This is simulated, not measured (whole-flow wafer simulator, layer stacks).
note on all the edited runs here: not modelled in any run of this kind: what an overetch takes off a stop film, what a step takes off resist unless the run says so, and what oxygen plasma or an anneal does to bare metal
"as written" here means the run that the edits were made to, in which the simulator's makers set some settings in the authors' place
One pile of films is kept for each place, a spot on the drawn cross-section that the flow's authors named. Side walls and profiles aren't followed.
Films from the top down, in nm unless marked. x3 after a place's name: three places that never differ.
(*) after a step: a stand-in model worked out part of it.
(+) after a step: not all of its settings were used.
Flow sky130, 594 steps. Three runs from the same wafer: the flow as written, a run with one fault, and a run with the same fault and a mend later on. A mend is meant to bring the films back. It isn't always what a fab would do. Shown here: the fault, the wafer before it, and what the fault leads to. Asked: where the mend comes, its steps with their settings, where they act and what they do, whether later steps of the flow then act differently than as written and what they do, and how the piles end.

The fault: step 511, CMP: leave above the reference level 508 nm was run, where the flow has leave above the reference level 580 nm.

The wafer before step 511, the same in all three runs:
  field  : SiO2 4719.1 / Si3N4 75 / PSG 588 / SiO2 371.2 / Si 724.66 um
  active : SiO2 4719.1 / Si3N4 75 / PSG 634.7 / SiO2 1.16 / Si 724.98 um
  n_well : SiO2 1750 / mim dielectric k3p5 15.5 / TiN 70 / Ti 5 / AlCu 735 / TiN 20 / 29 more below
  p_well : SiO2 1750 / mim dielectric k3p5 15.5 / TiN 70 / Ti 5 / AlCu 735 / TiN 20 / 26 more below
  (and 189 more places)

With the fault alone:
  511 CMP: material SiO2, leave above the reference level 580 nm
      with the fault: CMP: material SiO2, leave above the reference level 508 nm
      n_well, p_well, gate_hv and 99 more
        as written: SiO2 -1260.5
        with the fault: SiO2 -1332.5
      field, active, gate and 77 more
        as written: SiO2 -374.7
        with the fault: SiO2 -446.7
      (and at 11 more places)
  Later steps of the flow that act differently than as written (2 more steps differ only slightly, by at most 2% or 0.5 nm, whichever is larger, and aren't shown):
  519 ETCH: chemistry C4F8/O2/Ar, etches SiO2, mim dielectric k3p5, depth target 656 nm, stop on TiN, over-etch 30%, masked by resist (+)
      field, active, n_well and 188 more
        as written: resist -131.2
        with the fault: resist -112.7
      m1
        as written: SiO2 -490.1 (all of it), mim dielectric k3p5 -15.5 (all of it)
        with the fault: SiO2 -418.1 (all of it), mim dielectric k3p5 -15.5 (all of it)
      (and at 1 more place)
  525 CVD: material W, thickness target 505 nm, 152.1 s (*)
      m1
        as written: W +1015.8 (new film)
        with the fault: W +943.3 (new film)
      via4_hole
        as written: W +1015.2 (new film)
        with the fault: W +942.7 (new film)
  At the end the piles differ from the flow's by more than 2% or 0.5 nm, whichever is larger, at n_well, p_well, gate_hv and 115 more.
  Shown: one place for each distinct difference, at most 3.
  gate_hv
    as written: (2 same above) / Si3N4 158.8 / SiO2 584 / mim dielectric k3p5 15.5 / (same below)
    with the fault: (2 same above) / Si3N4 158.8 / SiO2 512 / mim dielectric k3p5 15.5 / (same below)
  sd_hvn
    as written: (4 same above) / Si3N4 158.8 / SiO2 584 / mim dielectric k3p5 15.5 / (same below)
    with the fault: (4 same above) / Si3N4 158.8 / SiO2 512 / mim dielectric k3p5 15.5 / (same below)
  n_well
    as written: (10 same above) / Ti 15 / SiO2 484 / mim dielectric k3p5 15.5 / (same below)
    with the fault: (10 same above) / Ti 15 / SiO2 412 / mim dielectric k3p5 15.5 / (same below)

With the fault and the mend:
  The mend comes after step 511.
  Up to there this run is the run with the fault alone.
  511a HDPCVD: thickness target 72 nm (*) (the flow's step 510 once more, with other settings)
      field, active, n_well and 190 more
        SiO2 +72
  No later step of the flow acts differently than as written at any place that is followed.
  At the end the piles are the same as the flow's at every place that both follow.
